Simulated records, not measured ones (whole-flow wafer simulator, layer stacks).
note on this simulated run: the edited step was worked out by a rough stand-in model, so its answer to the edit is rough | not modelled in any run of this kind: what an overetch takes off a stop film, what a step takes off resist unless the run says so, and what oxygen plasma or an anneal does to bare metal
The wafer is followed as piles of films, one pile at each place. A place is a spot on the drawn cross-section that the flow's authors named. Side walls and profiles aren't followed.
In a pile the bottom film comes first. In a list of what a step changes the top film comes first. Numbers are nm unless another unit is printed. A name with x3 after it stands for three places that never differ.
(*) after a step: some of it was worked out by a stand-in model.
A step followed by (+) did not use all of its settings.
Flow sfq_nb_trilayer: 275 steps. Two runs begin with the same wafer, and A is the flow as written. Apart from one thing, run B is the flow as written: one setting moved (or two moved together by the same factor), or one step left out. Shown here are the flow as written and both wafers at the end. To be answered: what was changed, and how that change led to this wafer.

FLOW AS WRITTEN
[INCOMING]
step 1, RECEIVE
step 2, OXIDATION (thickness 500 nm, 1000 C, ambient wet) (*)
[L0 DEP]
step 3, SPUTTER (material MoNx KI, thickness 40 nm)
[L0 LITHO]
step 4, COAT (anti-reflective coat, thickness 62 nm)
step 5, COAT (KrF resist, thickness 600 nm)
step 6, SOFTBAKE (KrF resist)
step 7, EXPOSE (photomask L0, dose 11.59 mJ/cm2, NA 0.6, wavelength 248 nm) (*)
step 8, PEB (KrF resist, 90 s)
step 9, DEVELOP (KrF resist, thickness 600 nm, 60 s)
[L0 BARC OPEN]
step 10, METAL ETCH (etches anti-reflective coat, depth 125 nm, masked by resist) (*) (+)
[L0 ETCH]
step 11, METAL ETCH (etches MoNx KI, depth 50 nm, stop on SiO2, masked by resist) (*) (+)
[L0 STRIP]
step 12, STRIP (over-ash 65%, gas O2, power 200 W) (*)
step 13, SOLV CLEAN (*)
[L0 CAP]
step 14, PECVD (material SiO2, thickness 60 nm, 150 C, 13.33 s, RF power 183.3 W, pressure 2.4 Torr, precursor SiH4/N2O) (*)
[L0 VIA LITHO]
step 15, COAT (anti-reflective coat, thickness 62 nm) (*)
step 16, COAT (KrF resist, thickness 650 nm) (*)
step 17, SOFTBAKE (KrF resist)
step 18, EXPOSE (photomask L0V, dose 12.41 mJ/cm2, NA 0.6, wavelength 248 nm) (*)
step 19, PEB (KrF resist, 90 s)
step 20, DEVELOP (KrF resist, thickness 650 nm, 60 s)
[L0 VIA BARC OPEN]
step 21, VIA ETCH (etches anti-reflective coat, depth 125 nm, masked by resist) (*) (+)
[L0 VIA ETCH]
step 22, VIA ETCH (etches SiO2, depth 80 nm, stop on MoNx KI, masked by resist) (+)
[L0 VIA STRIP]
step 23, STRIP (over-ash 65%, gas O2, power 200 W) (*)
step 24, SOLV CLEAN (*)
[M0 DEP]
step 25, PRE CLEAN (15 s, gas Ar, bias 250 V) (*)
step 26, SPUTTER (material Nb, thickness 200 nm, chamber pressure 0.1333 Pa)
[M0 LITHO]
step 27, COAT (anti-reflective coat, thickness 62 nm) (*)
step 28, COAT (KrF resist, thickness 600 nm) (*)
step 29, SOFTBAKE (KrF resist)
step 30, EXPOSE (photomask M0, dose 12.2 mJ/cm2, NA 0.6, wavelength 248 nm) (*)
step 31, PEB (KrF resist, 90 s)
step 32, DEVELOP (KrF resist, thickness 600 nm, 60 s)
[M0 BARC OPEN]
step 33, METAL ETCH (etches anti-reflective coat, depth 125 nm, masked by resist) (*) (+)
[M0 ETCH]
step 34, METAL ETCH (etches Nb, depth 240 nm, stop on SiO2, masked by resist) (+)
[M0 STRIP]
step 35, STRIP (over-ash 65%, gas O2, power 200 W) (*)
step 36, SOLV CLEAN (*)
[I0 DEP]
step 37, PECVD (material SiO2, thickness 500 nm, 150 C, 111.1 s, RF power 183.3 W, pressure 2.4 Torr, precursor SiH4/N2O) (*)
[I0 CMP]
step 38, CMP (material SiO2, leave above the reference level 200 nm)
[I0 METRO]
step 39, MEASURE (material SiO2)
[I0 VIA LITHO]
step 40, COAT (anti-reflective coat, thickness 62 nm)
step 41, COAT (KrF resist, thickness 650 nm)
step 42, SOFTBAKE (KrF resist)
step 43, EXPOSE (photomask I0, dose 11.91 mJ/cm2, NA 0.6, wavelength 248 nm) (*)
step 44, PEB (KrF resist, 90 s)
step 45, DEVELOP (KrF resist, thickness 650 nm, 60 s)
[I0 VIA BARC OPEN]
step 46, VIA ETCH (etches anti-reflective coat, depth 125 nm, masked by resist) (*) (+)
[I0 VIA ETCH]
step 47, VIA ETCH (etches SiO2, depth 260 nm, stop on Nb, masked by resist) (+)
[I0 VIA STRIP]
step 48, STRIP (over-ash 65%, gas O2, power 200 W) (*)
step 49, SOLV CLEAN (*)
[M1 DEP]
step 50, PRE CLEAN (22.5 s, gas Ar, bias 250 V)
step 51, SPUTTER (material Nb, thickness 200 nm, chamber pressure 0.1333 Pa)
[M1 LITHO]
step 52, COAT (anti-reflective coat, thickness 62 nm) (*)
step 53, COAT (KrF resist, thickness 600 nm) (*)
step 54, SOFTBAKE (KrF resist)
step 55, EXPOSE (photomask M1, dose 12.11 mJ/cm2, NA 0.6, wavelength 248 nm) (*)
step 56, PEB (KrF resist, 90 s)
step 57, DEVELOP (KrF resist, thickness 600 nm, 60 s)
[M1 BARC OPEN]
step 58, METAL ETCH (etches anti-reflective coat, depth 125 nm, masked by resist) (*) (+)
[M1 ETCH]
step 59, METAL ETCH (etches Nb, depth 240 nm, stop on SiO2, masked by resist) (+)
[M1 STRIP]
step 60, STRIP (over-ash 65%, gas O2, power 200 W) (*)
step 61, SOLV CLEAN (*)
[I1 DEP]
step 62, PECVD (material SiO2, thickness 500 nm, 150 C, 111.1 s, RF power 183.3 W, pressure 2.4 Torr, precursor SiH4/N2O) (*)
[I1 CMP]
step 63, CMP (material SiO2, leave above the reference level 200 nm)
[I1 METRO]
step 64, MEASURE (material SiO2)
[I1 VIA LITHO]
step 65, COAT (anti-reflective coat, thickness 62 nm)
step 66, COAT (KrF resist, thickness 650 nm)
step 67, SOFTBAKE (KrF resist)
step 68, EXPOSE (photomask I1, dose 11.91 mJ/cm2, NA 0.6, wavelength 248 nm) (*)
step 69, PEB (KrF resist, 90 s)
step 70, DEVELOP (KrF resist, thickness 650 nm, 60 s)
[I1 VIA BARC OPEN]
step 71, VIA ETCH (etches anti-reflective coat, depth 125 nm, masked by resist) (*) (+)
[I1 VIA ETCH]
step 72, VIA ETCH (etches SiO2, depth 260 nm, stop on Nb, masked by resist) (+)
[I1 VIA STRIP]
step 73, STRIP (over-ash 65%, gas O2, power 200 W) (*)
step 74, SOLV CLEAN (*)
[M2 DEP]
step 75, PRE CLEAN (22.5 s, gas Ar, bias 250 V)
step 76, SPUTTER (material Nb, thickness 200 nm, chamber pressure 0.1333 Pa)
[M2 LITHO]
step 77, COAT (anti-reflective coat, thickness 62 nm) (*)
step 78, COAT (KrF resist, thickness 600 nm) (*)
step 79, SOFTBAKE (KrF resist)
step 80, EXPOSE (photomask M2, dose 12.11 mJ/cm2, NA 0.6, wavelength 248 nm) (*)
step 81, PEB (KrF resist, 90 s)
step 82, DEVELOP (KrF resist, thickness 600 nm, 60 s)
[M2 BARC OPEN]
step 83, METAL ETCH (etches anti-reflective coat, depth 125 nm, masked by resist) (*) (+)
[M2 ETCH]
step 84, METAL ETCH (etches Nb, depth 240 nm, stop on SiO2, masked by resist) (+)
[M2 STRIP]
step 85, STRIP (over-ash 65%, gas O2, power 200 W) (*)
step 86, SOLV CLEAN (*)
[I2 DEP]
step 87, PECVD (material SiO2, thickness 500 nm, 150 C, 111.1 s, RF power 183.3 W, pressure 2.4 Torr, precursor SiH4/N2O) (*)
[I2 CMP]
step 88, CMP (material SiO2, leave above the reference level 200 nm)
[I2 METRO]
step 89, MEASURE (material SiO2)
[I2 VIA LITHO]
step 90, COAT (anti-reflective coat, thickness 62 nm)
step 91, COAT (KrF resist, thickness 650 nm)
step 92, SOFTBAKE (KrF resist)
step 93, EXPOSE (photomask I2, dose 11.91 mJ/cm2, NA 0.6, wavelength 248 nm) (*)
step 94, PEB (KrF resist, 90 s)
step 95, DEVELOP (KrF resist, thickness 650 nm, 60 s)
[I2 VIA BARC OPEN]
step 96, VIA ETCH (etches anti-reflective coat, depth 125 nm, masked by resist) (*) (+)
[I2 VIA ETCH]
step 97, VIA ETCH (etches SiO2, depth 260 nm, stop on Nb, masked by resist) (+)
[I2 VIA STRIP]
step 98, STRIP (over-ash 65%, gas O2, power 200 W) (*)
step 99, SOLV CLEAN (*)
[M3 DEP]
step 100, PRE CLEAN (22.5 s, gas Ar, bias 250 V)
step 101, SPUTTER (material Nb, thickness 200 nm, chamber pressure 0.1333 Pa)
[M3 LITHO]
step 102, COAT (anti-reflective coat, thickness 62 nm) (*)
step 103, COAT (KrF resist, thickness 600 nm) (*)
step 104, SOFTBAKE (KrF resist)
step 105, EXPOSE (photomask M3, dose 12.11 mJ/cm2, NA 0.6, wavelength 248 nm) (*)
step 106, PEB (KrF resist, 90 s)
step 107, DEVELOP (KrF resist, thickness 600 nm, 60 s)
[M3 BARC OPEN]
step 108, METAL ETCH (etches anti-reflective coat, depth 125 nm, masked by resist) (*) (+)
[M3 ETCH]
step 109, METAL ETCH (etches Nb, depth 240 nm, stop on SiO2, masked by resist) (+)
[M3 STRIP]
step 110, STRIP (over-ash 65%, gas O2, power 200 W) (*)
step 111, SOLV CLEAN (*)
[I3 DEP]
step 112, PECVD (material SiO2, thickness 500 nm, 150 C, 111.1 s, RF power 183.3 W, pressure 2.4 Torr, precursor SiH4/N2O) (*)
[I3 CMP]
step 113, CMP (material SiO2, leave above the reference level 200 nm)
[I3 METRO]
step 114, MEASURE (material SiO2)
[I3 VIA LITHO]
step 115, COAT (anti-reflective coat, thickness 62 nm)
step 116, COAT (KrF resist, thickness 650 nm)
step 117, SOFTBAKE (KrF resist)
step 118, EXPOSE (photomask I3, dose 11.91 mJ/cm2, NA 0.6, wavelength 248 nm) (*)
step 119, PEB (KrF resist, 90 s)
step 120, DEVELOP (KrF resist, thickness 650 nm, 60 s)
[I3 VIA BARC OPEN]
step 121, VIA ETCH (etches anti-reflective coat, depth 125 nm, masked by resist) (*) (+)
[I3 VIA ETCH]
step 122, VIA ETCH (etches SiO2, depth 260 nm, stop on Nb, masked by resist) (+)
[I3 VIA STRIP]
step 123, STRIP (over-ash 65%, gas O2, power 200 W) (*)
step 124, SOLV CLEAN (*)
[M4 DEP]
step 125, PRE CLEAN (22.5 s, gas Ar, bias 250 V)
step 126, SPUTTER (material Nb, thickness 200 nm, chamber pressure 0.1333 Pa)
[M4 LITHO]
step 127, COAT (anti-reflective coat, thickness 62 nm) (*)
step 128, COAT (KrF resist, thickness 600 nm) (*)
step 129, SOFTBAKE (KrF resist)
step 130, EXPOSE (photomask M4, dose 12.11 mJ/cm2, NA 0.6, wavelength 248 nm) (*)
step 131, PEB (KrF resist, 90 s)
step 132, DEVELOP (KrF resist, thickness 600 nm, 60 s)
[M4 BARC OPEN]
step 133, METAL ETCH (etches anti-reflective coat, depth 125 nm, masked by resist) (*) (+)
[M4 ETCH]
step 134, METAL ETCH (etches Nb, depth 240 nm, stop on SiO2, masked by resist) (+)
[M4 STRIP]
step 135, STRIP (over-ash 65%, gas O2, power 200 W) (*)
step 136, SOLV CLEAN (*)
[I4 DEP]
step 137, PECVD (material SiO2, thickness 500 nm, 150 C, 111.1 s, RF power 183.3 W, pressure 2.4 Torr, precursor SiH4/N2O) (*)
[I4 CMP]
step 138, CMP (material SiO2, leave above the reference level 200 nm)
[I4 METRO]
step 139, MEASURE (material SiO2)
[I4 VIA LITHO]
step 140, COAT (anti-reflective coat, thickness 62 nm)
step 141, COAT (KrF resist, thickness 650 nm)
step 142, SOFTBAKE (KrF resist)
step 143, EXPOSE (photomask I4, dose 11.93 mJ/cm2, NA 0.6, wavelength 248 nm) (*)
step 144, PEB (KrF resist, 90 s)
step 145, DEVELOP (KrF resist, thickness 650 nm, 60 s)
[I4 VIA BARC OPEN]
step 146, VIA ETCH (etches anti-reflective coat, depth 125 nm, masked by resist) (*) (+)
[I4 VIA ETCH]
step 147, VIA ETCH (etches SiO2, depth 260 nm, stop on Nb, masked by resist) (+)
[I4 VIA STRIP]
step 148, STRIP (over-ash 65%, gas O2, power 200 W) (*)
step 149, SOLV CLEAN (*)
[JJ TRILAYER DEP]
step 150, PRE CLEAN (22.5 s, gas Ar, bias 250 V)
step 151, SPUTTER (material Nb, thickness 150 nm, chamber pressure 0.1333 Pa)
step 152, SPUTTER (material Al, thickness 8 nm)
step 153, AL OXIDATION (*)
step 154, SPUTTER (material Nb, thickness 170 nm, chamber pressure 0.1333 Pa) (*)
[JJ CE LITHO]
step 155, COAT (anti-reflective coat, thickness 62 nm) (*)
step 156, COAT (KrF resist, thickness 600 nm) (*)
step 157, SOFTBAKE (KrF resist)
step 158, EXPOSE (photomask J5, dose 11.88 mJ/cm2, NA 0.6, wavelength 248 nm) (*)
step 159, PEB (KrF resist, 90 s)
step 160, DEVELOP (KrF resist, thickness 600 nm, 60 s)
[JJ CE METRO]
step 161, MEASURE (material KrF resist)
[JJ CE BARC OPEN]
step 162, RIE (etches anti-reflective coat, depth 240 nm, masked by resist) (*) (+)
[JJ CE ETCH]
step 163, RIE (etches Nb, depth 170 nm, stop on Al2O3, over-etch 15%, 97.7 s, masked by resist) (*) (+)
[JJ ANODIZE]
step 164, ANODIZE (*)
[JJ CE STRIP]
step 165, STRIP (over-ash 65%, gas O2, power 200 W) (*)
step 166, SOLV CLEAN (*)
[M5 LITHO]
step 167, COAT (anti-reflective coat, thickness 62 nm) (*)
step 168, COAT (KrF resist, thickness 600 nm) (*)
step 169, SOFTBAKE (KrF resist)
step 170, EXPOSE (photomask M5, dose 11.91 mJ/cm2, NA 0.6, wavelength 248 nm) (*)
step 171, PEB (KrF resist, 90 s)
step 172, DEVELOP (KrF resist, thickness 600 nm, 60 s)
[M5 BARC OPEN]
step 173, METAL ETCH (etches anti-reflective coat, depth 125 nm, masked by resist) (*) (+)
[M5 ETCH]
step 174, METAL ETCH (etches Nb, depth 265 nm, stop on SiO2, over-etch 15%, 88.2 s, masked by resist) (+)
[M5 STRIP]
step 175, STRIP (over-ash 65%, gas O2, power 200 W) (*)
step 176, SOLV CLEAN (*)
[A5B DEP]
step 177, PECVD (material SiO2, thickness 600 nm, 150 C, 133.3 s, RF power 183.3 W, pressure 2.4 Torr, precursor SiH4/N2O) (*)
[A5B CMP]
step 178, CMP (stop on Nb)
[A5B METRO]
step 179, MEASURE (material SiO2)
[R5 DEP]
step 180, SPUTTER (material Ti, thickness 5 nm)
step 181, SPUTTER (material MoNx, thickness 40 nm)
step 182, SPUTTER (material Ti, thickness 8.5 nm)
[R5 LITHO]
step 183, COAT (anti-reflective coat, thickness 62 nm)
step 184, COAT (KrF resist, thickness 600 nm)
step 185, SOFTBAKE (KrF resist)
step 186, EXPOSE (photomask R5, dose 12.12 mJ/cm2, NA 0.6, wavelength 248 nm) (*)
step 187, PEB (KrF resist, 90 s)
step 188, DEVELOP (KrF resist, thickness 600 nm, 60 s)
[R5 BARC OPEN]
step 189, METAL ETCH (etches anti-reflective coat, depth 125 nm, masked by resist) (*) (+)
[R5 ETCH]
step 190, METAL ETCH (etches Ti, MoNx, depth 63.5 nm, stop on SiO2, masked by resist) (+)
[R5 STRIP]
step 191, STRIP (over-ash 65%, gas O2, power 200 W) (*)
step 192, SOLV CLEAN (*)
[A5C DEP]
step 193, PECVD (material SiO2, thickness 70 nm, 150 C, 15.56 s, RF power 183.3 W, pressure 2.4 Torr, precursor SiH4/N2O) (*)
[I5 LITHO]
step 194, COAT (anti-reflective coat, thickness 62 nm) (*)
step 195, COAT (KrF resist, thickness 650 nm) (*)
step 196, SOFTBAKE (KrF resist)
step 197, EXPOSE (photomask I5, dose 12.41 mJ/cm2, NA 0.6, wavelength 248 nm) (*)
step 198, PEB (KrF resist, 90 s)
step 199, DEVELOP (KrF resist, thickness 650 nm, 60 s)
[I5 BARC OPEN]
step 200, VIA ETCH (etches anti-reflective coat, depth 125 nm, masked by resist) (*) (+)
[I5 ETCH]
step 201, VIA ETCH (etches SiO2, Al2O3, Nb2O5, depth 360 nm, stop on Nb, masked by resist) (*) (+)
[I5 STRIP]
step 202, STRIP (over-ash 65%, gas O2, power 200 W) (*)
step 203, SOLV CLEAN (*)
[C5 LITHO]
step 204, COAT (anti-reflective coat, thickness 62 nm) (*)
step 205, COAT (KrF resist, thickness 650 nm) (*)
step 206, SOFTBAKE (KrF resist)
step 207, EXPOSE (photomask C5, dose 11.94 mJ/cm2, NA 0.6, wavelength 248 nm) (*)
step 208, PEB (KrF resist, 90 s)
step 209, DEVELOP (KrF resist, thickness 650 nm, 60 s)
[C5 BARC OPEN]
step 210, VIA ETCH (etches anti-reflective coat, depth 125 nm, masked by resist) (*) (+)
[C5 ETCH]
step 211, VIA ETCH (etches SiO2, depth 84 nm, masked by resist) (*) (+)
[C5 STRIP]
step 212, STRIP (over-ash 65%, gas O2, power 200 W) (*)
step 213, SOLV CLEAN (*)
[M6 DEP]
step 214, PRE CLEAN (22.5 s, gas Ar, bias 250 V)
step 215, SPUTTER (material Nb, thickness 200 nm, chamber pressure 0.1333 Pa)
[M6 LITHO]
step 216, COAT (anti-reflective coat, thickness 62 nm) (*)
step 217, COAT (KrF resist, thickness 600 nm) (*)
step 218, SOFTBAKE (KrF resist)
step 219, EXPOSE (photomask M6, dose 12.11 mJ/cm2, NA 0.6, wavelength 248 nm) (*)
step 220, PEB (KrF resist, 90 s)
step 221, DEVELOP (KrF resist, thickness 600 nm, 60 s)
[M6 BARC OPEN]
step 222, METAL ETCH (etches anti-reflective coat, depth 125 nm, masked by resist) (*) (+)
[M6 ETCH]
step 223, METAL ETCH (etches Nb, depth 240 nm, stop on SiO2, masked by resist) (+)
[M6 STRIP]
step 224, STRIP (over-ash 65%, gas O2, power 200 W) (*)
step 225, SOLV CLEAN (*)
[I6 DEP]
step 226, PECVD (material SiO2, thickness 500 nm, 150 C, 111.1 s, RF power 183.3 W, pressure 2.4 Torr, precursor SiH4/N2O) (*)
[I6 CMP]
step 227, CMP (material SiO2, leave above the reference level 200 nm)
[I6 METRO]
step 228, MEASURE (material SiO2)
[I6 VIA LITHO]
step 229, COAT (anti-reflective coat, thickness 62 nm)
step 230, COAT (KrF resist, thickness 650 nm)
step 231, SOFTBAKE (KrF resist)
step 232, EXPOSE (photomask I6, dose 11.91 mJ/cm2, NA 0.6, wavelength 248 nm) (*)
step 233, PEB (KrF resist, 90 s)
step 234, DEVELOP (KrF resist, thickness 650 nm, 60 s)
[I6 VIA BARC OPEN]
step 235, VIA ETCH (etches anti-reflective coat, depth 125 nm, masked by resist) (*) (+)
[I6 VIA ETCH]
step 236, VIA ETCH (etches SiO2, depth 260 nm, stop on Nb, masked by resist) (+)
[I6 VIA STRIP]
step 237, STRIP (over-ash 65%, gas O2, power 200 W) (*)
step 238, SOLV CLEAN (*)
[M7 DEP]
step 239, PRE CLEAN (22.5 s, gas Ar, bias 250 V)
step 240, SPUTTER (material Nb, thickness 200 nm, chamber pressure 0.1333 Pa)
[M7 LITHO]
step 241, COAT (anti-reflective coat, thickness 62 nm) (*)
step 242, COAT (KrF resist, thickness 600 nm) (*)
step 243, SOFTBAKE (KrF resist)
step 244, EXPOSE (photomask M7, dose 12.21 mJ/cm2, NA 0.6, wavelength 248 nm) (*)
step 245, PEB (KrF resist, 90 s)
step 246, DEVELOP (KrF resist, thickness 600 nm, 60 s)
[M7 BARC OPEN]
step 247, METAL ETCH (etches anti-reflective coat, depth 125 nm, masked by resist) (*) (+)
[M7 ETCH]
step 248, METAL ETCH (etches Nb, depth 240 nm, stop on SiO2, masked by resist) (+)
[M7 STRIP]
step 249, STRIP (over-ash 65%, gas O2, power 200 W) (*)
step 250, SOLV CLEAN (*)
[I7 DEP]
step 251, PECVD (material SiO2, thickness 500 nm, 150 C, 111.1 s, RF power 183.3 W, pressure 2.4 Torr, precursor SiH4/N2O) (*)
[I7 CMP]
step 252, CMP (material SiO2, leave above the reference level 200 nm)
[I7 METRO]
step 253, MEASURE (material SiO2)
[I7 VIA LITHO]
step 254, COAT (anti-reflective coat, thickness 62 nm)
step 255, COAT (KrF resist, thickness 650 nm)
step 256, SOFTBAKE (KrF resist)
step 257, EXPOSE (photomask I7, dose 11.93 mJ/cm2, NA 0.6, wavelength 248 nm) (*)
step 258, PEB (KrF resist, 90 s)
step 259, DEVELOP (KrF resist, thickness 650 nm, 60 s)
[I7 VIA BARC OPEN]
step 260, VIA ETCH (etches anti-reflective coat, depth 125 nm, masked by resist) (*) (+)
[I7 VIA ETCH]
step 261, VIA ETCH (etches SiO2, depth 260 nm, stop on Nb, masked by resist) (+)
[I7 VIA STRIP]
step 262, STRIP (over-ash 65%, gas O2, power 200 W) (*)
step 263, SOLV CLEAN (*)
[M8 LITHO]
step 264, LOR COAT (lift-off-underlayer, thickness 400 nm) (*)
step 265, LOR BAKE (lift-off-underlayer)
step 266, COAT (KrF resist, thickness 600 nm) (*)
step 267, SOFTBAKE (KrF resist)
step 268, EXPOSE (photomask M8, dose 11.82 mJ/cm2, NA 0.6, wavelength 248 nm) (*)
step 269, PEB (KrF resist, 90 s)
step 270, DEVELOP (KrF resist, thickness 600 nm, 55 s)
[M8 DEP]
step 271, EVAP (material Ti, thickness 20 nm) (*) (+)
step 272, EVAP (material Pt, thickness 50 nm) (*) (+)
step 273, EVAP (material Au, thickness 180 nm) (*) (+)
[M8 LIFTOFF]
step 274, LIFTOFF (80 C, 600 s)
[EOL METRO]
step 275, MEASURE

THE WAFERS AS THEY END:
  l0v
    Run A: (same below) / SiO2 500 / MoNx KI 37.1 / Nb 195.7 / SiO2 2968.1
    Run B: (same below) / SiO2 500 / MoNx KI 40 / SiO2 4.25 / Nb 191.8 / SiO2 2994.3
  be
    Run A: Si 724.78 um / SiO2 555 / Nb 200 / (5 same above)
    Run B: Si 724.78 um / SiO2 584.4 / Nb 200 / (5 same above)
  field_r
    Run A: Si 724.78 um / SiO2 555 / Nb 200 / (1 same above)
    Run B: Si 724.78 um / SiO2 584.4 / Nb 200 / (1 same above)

What caused this: step 14, PECVD: thickness 89.4 nm was run, while the flow as written has thickness 60 nm; step 14, PECVD: 19.87 s was run, where the flow has 13.33 s.

How this came from the change, step by step:
  step 14, PECVD (material SiO2, thickness 60 nm, 150 C, 13.33 s, RF power 183.3 W, pressure 2.4 Torr, precursor SiH4/N2O) (*)
      v_sur, via_wl, via_w and 97 more: A +60 SiO2 | B +89.4 SiO2
      field_l, l0_sur, l0v, l0r_line_l, l0r_line_c, l0r_line_r: A +60 SiO2 (new film) | B +89.4 SiO2 (new film)
  step 22, VIA ETCH (etches SiO2, depth 80 nm, stop on MoNx KI, masked by resist) (+)
      l0v: A -59.8 SiO2 (all of it) | B -80 SiO2
  step 25, PRE CLEAN (15 s, gas Ar, bias 250 V) (*)
      l0v: A -2.91 MoNx KI | B -5 SiO2
  step 27, COAT (anti-reflective coat, thickness 62 nm) (*)
      l0_sur: A +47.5 anti-reflective coat (new film) | B +45.9 anti-reflective coat (new film)
      l0v: A +78 anti-reflective coat (new film) | B +83.5 anti-reflective coat (new film)
  step 28, COAT (KrF resist, thickness 600 nm) (*)
      l0v: A +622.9 KrF resist (new film) | B +637.9 KrF resist (new film)
  step 35, STRIP (over-ash 65%, gas O2, power 200 W) (*)
      l0_sur: A -372 KrF resist (all of it), -47.5 anti-reflective coat (all of it) | B -369.5 KrF resist (all of it), -45.9 anti-reflective coat (all of it)
      l0v: A -405.3 KrF resist (all of it), -78 anti-reflective coat (all of it) | B -420.2 KrF resist (all of it), -83.5 anti-reflective coat (all of it)
  step 38, CMP (material SiO2, leave above the reference level 200 nm)
      l0v: A -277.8 SiO2 | B -251.6 SiO2
With metal films that touch counted as one body, l0v has 2 bodies (between them, from the top down: SiO2 4.25); the flow as written gives 1 body.
